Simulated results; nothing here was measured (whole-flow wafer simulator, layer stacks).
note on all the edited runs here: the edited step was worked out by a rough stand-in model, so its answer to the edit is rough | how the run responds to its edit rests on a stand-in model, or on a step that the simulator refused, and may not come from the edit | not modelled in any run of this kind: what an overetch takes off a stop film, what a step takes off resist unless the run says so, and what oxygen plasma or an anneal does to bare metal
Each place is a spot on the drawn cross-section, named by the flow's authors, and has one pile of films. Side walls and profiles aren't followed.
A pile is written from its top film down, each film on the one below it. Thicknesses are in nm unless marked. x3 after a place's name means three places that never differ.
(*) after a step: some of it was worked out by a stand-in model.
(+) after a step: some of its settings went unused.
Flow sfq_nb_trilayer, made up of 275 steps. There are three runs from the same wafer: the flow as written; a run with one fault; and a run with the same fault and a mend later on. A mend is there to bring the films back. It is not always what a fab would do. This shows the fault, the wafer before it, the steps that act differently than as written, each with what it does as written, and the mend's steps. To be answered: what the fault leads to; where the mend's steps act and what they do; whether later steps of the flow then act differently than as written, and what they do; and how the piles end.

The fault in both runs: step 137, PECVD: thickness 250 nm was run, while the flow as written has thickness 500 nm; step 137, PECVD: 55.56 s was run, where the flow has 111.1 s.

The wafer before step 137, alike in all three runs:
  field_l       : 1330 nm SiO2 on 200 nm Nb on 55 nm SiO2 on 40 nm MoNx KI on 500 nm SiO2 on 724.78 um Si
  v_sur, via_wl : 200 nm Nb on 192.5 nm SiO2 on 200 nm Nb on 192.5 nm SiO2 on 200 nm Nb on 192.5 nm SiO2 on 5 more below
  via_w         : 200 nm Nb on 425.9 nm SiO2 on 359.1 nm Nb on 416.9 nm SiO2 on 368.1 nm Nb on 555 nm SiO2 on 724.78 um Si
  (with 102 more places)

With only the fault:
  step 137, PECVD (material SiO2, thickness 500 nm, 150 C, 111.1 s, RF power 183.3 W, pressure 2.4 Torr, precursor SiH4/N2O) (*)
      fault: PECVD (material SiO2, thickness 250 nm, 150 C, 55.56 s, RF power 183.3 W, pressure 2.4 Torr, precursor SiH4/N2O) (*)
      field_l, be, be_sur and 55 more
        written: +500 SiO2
        fault: +250 SiO2
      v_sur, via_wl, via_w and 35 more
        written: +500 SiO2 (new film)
        fault: +250 SiO2 (new film)
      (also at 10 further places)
  Later steps of the flow acting differently than as written (not shown: 18 more steps that differ only slightly, by at most 2% or 0.5 nm, whichever is larger):
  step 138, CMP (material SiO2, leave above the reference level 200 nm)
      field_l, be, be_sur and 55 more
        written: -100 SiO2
        fault: nothing
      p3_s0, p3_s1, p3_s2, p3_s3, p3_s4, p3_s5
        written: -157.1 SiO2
        fault: nothing
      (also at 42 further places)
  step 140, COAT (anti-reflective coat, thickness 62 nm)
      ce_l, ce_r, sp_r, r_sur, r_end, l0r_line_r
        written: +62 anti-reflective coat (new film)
        fault: +64.3 anti-reflective coat (new film)
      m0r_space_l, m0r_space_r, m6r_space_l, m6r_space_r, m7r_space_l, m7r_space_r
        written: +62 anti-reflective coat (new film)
        fault: +80 anti-reflective coat (new film)
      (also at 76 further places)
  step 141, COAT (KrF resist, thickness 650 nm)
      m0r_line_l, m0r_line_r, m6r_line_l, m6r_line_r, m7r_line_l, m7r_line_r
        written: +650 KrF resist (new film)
        fault: +679.6 KrF resist (new film)
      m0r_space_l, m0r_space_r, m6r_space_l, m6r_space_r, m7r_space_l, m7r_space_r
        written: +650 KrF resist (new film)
        fault: +669.1 KrF resist (new film)
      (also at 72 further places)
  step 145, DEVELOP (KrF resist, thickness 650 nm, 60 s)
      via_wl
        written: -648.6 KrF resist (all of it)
        fault: -589.3 KrF resist (all of it)
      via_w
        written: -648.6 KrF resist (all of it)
        fault: -596.4 KrF resist (all of it)
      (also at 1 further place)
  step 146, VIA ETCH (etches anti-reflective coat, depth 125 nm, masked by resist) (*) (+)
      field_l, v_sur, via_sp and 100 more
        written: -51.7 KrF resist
        fault: -42 KrF resist
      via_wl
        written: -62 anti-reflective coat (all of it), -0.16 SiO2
        fault: -50.2 anti-reflective coat (all of it), -0.13 SiO2
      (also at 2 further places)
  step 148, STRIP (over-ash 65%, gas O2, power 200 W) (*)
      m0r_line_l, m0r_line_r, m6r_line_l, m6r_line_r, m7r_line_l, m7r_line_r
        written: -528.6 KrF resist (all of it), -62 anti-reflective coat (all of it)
        fault: -567.8 KrF resist (all of it), -62.4 anti-reflective coat (all of it)
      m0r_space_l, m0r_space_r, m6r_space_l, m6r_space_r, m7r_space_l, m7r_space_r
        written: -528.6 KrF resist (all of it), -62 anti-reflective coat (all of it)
        fault: -557.3 KrF resist (all of it), -80 anti-reflective coat (all of it)
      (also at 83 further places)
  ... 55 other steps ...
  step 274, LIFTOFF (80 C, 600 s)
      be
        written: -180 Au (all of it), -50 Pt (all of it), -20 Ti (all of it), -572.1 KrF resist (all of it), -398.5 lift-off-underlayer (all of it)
        fault: -180 Au (all of it), -50 Pt (all of it), -20 Ti (all of it), -613.8 KrF resist (all of it), -720.8 lift-off-underlayer (all of it)
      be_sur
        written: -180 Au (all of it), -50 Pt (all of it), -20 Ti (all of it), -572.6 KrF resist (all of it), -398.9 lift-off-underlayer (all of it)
        fault: -180 Au (all of it), -50 Pt (all of it), -20 Ti (all of it), -587.3 KrF resist (all of it), -366.3 lift-off-underlayer (all of it)
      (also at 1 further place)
  At via_v, be, be_sur and 38 more, the piles at the end differ from the flow's by more than 2% or 0.5 nm, whichever is larger.
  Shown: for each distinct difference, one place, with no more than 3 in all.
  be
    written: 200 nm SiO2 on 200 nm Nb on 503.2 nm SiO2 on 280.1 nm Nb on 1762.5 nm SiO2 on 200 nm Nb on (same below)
    fault: 312.8 nm SiO2 on 119.8 nm Nb on 208.7 nm SiO2 on 125.9 nm Nb on 10 nm SiO2 on 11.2 nm Al2O3 on 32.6 nm Nb2O5 on 126.9 nm Nb on 1612.5 nm SiO2 on 200 nm Nb on (same below)
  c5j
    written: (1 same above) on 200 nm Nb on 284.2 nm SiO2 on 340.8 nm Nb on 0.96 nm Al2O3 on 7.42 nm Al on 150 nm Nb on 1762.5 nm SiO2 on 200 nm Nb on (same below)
    fault: (1 same above) on 200 nm Nb on 293.3 nm SiO2 on 183.3 nm Nb on 128.4 nm SiO2 on 170 nm Nb on 0.96 nm Al2O3 on 7.42 nm Al on 150 nm Nb on 1612.5 nm SiO2 on 200 nm Nb on (same below)
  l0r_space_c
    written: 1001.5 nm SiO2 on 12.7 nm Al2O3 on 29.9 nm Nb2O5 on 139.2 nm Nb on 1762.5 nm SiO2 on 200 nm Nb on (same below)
    fault: 1151.5 nm SiO2 on 12.7 nm Al2O3 on 29.9 nm Nb2O5 on 139.2 nm Nb on 1612.5 nm SiO2 on 200 nm Nb on (same below)

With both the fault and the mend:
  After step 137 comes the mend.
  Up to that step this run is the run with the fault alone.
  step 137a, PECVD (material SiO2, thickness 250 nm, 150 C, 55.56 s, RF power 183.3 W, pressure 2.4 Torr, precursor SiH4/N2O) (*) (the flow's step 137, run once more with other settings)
      field_l, v_sur, via_wl and 99 more
        +250 SiO2
      lsp_r, l0_sur, l0v
        +246.1 SiO2
      via_v
        +269 SiO2
  Later steps of the flow acting differently than as written:
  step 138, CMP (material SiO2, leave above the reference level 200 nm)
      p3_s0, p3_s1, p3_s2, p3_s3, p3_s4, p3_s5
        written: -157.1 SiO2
        mend: -100 SiO2
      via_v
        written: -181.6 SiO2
        mend: -50.5 SiO2
  The piles end the same as the flow's at every place that both follow.
